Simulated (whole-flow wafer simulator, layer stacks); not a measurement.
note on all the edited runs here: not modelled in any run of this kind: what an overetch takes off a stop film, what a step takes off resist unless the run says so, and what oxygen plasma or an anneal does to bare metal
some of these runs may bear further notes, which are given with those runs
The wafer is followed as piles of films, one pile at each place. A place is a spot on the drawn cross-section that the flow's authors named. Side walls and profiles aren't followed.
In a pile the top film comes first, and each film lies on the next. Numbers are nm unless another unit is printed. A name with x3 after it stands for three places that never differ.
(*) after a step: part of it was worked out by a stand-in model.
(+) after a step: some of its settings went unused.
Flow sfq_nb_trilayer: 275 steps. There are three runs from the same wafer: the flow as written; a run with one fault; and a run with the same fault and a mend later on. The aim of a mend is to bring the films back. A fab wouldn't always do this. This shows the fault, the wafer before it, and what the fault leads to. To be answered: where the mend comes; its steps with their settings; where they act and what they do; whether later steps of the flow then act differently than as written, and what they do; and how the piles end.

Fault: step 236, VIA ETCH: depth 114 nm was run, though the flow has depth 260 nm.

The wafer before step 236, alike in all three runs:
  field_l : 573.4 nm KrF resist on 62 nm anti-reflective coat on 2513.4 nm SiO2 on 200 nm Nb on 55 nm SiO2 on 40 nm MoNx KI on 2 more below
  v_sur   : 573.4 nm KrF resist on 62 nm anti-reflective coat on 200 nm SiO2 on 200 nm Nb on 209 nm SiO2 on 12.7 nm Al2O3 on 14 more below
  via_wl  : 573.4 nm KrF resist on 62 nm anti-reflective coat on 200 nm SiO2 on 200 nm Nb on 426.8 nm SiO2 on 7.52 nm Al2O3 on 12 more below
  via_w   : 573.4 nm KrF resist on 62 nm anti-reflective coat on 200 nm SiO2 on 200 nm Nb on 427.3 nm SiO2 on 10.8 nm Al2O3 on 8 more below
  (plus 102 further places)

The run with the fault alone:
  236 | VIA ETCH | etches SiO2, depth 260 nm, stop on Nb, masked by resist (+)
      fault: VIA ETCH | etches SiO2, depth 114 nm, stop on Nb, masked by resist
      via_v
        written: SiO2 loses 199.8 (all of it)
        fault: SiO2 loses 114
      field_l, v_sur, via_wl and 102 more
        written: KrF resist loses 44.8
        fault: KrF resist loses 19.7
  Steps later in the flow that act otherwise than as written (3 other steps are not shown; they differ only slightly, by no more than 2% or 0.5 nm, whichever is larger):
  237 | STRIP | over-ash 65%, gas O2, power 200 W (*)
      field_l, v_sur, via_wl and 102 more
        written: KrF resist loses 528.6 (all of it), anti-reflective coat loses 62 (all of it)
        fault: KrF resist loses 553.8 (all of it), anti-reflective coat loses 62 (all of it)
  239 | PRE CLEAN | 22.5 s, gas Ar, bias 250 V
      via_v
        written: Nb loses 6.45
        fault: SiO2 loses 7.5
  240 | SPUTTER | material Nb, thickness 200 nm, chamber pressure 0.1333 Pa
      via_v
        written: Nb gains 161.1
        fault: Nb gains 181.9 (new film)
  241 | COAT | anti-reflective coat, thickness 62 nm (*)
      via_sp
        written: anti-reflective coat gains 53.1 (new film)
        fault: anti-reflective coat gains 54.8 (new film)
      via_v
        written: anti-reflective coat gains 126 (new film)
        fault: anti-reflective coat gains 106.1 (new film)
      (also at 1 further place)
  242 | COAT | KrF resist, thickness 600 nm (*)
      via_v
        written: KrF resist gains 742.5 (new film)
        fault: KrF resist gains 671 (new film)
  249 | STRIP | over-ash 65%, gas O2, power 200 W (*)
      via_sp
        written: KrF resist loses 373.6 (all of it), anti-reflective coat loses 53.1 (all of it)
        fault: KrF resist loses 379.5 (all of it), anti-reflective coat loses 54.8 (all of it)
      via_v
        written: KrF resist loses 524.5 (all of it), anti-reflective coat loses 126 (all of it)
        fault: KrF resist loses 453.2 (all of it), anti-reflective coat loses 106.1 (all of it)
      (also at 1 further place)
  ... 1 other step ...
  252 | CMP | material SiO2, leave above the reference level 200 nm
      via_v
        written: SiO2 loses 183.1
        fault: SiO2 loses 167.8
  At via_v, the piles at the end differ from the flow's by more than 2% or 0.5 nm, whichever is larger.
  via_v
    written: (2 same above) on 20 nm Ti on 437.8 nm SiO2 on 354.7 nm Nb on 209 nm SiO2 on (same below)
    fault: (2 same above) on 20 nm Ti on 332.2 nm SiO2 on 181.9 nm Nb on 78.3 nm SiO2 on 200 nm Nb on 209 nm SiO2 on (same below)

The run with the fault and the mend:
  The mend follows step 236.
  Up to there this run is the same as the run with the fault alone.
  236a | VIA ETCH | etches SiO2, depth 146 nm, stop on Nb, masked by resist (+) (the flow's step 236, run once more with other settings)
      field_l, v_sur, via_wl and 102 more
        KrF resist loses 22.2
      via_v
        SiO2 loses 85.8 (all of it)
  Every later step of the flow that is run acts as written, at every place that is followed, to within 2% or 0.5 nm, whichever is larger.
  By the end, the piles equal the flow's at every place that both follow.
